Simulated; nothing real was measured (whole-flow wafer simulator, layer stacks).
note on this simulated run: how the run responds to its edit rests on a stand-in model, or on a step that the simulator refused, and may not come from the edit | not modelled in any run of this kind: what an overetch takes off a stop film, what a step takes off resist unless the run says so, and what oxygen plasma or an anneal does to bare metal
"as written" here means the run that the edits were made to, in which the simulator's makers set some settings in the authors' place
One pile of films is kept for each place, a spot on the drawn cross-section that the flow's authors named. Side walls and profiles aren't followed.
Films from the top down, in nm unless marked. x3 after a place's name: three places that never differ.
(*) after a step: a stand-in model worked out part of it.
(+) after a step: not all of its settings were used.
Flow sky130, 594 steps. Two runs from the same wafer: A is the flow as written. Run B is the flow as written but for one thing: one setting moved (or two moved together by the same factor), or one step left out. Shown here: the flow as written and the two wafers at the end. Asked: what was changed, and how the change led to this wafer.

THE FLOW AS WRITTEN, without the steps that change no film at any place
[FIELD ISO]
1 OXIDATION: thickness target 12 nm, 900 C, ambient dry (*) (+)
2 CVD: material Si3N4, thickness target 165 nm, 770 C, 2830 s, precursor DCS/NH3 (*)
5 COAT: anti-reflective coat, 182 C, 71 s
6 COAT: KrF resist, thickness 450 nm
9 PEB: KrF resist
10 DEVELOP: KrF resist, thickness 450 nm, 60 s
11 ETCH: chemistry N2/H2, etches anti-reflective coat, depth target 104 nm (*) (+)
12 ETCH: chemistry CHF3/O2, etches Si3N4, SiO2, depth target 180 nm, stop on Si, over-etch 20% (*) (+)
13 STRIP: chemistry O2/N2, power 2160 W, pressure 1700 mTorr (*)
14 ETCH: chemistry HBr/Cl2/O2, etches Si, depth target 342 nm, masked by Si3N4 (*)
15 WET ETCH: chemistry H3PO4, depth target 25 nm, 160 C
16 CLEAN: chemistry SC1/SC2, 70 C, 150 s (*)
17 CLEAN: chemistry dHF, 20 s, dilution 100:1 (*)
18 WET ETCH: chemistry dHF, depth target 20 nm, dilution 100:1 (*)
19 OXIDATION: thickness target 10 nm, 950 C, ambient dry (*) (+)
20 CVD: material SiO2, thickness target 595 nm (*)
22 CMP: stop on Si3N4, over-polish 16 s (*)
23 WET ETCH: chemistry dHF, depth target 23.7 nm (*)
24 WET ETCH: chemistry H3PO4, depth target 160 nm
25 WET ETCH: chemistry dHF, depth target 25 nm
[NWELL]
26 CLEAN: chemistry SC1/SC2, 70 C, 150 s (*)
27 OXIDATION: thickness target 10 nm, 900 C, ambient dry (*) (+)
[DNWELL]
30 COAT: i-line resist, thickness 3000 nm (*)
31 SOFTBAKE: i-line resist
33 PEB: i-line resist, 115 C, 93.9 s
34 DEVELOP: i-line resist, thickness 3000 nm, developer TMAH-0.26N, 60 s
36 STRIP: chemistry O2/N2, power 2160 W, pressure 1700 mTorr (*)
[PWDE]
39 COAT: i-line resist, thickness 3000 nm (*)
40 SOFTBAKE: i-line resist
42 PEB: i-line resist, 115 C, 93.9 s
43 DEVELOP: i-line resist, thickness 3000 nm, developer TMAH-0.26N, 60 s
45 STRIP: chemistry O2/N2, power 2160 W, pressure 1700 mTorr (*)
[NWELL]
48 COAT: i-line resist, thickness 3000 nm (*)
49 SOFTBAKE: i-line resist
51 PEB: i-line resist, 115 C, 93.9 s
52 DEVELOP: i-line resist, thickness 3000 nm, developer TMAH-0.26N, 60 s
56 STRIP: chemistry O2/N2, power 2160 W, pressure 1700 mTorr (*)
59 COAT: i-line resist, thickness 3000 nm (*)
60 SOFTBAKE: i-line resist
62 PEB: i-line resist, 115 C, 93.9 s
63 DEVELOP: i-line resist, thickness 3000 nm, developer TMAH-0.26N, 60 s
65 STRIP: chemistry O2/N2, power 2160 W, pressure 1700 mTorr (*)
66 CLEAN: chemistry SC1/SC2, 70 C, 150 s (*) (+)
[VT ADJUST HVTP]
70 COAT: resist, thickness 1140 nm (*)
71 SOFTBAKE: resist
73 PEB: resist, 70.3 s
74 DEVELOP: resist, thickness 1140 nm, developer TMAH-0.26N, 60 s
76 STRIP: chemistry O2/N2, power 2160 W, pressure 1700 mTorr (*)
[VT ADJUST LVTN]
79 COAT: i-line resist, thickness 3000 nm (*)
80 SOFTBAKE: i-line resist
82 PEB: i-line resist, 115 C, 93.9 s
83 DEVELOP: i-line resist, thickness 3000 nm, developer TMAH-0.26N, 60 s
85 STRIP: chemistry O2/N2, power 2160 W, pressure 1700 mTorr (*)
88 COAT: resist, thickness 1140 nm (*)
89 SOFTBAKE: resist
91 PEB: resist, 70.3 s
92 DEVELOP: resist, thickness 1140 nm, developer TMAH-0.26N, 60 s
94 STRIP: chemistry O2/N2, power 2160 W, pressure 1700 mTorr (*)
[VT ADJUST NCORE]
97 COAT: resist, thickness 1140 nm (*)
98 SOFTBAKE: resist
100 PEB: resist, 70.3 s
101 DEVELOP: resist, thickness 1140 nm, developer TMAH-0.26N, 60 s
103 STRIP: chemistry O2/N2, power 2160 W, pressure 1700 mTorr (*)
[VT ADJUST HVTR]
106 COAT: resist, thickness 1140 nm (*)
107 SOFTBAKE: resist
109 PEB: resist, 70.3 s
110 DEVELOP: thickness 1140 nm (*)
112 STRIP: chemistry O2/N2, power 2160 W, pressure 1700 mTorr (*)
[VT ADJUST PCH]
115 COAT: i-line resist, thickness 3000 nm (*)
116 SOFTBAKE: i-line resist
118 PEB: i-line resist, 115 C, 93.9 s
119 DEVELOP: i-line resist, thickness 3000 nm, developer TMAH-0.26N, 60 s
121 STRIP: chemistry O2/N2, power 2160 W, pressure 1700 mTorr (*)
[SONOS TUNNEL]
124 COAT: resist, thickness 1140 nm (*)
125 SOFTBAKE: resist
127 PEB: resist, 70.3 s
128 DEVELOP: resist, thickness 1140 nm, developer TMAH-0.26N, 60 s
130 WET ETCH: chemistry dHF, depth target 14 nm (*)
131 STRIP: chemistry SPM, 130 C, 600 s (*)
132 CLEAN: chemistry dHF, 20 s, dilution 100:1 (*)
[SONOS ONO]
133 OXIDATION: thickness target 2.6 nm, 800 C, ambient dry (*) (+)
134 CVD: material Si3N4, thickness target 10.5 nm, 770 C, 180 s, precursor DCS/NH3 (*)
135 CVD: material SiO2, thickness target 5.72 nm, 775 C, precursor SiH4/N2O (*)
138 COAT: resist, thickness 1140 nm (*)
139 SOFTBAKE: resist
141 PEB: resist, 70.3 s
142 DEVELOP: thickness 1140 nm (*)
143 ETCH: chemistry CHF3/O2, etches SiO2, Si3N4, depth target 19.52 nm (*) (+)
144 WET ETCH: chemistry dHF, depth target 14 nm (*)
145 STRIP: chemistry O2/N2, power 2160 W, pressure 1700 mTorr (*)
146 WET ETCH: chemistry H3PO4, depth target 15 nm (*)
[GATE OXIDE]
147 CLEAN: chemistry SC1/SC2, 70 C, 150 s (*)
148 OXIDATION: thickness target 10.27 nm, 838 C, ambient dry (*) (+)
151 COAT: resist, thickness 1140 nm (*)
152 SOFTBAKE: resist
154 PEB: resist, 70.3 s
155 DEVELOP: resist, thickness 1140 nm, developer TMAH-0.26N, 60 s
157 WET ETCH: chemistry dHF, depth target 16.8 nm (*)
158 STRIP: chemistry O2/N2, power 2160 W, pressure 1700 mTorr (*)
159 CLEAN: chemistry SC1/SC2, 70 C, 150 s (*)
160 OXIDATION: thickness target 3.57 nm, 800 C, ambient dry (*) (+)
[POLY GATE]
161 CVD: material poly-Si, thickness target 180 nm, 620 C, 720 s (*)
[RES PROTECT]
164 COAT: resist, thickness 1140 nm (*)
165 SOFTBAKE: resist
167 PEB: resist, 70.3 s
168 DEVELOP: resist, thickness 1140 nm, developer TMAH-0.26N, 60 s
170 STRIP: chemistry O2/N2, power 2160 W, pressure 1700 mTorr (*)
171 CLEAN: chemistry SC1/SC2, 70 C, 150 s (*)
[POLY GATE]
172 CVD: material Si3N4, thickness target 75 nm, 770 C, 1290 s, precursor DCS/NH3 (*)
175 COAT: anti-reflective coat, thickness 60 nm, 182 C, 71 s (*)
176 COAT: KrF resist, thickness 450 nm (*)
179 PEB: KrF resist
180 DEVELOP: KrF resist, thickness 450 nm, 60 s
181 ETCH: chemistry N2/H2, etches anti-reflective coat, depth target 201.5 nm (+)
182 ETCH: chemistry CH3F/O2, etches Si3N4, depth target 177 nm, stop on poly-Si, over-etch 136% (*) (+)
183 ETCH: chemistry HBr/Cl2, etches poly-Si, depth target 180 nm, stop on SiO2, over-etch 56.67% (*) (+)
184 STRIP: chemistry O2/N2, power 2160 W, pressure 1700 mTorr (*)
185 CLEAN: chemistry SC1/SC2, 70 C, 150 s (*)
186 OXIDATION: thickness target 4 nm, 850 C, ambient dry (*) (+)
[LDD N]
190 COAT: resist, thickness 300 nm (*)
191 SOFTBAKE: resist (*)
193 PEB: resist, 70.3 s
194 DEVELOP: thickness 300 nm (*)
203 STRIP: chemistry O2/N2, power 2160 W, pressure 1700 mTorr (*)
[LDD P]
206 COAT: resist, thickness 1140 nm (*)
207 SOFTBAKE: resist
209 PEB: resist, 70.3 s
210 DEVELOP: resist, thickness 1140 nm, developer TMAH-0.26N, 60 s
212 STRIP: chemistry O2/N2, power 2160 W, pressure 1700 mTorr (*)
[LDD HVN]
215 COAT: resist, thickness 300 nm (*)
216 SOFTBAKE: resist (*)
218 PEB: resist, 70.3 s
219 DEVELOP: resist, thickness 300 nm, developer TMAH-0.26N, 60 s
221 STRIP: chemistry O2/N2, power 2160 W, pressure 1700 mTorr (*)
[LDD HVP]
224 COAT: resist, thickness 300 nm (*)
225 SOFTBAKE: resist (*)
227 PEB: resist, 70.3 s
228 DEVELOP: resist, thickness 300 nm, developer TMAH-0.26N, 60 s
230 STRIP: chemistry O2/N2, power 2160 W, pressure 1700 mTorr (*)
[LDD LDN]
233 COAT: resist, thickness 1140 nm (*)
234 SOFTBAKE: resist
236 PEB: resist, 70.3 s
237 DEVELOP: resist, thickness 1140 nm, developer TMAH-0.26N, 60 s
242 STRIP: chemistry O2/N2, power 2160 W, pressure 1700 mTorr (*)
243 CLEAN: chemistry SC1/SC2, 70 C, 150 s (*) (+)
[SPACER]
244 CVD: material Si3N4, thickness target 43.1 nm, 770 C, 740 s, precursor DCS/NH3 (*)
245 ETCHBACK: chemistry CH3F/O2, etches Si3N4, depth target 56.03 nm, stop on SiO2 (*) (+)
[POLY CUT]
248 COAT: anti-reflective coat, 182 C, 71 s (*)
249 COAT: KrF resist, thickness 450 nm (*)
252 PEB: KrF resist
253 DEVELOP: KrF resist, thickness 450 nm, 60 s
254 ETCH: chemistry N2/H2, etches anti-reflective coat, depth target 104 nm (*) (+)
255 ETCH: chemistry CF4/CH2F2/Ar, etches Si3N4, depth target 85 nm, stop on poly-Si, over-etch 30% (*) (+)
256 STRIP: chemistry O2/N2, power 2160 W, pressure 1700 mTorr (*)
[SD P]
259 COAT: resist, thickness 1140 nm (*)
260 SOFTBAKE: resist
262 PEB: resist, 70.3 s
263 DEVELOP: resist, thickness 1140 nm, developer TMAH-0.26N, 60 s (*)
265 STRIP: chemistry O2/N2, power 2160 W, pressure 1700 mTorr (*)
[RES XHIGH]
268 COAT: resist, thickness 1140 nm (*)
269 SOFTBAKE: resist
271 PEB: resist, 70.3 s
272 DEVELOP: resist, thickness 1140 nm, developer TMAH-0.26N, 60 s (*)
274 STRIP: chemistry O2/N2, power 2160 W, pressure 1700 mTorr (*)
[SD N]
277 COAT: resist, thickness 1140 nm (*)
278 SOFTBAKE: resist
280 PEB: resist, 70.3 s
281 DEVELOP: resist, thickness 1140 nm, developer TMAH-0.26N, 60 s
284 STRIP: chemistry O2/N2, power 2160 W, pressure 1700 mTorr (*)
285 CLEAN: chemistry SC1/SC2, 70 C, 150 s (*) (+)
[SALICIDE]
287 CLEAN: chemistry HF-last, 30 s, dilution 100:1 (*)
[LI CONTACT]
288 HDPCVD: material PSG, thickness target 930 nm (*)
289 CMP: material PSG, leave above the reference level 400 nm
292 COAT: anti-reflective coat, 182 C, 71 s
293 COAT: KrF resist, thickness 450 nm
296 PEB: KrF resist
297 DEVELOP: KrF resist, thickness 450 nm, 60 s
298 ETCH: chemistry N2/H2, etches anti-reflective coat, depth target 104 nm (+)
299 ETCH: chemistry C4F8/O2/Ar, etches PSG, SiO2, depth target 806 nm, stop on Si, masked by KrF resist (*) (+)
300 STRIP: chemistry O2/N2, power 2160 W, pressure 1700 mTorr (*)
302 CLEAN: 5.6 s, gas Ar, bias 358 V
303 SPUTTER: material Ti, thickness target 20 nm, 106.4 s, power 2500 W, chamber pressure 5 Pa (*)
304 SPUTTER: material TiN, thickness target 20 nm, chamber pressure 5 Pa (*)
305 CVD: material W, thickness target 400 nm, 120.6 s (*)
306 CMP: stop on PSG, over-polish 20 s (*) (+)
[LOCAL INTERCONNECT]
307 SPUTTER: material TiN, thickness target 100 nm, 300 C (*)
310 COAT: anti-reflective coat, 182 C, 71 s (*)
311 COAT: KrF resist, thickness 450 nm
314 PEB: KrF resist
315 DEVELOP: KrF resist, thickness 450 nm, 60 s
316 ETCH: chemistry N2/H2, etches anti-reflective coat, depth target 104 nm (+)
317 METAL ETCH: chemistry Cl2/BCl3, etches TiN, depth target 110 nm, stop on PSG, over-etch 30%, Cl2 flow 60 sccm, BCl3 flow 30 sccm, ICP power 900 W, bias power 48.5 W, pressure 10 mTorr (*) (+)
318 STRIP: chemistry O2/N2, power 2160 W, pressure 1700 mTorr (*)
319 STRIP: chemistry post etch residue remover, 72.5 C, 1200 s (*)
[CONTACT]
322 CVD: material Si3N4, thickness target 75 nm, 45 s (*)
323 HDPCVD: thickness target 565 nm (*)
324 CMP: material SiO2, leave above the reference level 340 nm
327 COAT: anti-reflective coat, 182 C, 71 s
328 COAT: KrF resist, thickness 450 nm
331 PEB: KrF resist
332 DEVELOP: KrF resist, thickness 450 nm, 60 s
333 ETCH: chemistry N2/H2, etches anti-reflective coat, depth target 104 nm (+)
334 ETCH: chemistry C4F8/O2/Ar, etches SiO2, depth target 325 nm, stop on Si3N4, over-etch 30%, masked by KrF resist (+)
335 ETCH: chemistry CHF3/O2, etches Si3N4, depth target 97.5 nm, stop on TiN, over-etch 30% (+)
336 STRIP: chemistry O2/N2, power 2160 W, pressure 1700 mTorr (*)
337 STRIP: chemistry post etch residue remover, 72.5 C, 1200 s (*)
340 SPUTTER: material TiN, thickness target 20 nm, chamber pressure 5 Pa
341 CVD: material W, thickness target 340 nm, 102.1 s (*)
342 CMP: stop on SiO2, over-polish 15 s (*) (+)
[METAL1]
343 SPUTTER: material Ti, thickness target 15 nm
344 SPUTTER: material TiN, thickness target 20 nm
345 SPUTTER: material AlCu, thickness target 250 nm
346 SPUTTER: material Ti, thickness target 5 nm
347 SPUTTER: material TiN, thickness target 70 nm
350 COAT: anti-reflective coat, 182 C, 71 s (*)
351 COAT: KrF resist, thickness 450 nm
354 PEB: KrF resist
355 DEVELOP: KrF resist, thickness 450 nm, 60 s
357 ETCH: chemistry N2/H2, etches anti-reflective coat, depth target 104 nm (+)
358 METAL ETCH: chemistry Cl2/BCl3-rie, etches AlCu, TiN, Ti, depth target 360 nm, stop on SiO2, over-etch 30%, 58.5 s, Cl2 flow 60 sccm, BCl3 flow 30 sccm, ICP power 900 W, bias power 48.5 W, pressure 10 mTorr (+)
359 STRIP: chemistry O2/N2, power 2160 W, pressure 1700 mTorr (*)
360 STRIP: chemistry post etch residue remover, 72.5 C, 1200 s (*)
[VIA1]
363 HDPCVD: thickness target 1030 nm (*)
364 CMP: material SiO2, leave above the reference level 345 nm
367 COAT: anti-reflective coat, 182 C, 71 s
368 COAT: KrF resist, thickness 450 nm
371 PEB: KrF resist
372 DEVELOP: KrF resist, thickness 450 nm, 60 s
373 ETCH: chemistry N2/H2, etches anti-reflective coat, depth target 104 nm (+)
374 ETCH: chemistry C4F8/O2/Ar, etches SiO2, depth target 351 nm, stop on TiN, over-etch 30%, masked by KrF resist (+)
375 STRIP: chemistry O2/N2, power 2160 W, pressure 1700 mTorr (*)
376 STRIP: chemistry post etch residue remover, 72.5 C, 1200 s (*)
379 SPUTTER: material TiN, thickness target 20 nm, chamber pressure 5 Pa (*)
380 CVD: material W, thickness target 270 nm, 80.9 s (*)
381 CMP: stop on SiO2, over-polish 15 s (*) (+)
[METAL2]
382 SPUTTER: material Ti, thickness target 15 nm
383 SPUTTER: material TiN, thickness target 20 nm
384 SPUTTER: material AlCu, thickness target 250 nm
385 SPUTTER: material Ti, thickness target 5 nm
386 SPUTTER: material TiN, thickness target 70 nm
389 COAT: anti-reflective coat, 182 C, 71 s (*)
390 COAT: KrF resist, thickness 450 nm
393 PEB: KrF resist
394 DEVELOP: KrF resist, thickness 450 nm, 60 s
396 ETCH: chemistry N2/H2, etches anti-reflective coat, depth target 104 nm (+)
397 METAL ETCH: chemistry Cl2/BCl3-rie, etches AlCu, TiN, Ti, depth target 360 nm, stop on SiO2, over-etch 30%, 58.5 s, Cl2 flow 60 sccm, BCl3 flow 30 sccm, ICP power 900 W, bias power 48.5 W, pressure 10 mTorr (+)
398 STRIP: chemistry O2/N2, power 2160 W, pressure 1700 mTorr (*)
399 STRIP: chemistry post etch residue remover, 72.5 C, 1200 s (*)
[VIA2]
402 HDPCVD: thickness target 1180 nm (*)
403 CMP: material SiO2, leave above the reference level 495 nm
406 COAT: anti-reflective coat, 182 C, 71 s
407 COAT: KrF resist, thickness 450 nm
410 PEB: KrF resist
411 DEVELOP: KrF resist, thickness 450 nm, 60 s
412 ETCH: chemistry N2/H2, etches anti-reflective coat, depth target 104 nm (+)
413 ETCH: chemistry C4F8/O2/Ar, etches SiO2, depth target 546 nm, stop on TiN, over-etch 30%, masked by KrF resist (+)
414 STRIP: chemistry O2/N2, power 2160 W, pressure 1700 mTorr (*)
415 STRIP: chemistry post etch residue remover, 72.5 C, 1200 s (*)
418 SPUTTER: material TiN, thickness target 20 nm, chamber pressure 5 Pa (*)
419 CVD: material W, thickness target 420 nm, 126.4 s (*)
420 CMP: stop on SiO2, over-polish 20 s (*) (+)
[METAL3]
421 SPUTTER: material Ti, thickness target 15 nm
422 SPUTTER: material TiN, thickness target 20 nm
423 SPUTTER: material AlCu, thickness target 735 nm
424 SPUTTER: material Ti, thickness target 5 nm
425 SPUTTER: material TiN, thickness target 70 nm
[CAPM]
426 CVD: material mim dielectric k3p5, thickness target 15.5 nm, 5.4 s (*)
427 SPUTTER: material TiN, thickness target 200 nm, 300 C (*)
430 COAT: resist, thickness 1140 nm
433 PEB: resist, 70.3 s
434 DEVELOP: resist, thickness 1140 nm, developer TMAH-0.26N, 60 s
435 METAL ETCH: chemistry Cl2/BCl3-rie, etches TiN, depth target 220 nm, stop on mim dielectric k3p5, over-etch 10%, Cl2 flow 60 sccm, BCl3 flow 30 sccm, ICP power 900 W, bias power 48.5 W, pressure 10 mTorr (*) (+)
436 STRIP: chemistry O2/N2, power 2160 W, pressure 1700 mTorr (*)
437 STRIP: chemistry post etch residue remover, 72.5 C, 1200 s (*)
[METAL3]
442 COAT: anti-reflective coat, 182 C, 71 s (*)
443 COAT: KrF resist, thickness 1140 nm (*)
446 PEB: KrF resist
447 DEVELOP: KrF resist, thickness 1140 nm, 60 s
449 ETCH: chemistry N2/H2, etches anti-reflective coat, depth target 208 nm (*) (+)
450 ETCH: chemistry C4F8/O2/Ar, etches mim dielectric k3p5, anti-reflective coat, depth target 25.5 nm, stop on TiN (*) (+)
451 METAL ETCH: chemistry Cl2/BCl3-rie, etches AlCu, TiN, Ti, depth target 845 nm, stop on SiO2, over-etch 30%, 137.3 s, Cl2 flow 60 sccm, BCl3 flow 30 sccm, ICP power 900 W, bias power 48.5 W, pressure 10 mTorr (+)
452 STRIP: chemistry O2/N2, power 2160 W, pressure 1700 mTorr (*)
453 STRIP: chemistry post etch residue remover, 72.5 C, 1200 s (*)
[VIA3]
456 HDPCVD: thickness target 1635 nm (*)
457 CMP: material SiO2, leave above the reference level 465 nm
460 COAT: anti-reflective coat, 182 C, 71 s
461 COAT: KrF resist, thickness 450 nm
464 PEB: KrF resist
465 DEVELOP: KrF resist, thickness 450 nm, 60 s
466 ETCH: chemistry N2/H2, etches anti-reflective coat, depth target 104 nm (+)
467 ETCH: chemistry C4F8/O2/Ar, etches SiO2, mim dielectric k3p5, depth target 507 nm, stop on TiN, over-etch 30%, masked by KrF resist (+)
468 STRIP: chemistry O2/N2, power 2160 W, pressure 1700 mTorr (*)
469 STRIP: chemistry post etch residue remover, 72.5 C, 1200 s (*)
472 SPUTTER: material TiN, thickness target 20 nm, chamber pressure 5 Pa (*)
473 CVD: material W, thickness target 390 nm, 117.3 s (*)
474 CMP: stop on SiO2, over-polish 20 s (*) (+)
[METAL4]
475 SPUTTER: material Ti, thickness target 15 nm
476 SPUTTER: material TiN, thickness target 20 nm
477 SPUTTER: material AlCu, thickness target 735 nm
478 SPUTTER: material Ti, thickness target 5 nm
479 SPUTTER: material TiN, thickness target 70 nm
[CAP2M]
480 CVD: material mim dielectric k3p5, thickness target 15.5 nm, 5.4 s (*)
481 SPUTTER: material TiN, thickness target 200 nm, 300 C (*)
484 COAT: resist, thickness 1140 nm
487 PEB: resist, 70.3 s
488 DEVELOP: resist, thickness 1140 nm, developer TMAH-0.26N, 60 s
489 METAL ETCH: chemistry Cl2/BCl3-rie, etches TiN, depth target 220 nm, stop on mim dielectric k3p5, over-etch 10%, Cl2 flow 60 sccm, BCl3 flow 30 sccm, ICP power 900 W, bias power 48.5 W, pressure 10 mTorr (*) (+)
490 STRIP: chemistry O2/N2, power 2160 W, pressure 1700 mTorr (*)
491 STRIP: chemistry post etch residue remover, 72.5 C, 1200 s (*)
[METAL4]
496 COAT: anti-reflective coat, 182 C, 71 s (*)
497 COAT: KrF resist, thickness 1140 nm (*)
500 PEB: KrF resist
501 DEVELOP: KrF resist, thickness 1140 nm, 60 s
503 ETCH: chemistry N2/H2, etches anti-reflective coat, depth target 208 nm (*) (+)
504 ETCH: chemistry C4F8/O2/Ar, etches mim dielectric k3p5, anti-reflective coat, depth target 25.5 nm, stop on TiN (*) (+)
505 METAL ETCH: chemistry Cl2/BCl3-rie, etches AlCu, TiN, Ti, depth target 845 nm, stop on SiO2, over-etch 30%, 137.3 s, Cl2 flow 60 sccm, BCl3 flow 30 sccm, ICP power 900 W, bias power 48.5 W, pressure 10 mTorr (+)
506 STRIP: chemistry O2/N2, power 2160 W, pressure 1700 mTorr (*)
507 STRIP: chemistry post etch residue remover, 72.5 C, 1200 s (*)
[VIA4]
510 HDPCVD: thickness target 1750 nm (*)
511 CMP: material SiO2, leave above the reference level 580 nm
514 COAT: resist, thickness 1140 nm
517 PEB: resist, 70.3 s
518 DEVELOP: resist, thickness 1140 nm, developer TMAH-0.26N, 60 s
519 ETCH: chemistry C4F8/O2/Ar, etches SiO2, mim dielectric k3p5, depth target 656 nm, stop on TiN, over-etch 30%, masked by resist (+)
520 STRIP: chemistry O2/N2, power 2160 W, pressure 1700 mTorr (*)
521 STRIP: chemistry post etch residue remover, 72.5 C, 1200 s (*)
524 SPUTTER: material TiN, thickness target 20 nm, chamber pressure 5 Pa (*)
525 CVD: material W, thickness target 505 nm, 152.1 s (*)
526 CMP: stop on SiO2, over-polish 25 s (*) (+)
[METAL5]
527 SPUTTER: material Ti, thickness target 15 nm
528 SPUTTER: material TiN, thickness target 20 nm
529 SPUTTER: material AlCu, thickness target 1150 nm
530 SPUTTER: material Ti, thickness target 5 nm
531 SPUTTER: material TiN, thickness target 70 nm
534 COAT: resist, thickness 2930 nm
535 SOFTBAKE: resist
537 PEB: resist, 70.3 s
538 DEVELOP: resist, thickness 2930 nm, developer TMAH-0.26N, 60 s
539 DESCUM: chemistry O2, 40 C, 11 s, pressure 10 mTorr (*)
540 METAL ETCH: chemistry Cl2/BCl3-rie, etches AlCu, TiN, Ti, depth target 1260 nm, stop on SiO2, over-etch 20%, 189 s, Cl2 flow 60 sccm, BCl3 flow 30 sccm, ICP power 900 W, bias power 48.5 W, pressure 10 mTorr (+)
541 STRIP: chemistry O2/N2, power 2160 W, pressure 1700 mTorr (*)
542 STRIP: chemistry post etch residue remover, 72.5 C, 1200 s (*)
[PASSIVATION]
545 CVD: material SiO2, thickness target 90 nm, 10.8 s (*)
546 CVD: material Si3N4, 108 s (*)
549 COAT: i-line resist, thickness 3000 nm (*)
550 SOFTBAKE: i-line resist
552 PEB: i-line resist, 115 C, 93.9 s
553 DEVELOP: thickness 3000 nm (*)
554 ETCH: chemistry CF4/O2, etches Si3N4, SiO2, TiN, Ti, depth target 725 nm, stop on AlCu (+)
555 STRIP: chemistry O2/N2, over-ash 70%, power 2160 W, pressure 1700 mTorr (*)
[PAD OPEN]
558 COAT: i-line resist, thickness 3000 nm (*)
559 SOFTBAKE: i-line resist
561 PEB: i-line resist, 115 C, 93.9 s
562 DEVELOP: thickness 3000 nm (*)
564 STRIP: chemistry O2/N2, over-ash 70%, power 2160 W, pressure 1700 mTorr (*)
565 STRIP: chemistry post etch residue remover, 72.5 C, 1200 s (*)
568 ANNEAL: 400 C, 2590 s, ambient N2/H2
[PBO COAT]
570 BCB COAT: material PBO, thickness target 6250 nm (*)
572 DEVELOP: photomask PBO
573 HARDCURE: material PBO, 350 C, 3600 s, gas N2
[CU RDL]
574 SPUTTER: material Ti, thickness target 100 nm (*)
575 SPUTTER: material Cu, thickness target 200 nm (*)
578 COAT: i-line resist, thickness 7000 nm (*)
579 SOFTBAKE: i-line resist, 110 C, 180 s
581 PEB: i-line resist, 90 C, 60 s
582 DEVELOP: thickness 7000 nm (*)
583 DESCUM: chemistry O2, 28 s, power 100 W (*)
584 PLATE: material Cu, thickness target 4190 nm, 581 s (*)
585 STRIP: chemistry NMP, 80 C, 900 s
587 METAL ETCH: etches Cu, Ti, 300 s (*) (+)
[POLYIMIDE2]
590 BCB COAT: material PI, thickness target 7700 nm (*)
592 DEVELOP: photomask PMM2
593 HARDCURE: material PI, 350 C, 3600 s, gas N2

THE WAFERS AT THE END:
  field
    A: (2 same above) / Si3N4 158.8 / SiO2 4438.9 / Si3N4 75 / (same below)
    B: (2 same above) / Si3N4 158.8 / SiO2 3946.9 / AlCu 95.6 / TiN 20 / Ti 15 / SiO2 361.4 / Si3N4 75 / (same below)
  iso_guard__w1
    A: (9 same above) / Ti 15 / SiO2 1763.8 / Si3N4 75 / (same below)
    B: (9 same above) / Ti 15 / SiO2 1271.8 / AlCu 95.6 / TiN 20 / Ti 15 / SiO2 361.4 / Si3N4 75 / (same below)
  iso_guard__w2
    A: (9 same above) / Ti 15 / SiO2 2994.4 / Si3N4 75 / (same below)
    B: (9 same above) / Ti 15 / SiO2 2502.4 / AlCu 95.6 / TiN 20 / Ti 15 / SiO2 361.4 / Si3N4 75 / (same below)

The cause: step 358, METAL ETCH: depth target 171 nm was run, where the flow has depth target 360 nm; step 358, METAL ETCH: 27.8 s was run, where the flow has 58.5 s.

How the change led to this, step by step:
  358 METAL ETCH: chemistry Cl2/BCl3-rie, etches AlCu, TiN, Ti, depth target 360 nm, stop on SiO2, over-etch 30%, 58.5 s, Cl2 flow 60 sccm, BCl3 flow 30 sccm, ICP power 900 W, bias power 48.5 W, pressure 10 mTorr (+)
      field, active, gate and 81 more: A TiN -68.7 (all of it), Ti -5 (all of it), AlCu -250 (all of it), TiN -20 (all of it), Ti -15 (all of it), SiO2 -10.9 | B TiN -68.7 (all of it), Ti -5 (all of it), AlCu -148.6
      n_well, p_well, gate_hv and 87 more: A KrF resist -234 | B KrF resist -111.1
      (and at 17 more places)
  359 STRIP: chemistry O2/N2, power 2160 W, pressure 1700 mTorr (*)
      n_well, p_well, gate_hv and 100 more: A KrF resist -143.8 (all of it), anti-reflective coat -80 (all of it) | B KrF resist -266.7 (all of it), anti-reflective coat -80 (all of it)
      poly_licon, ndiff_licon, ndiff_licon_cpp, rpo_hd_licon: A KrF resist -143.9 (all of it), anti-reflective coat -80.5 (all of it) | B KrF resist -266.7 (all of it), anti-reflective coat -80.5 (all of it)
  360 STRIP: chemistry post etch residue remover, 72.5 C, 1200 s (*)
      field, active, gate and 81 more: A nothing | B AlCu -5.72
  363 HDPCVD: thickness target 1030 nm (*)
      field, active, gate and 81 more: A SiO2 +1030 | B SiO2 +1030 (new film)
  364 CMP: material SiO2, leave above the reference level 345 nm
      field, active, gate and 81 more: A SiO2 -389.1 | B SiO2 -530.6
Counting metal films that touch as one body, field has 1 body; the flow as written gives 0 bodies.
Counting metal films that touch as one body, iso_guard__w1 has 2 bodies (between them, from the top down: SiO2 1271.8); the flow as written gives 1 body.
Counting metal films that touch as one body, iso_guard__w2 has 2 bodies (between them, from the top down: SiO2 2502.4); the flow as written gives 1 body.
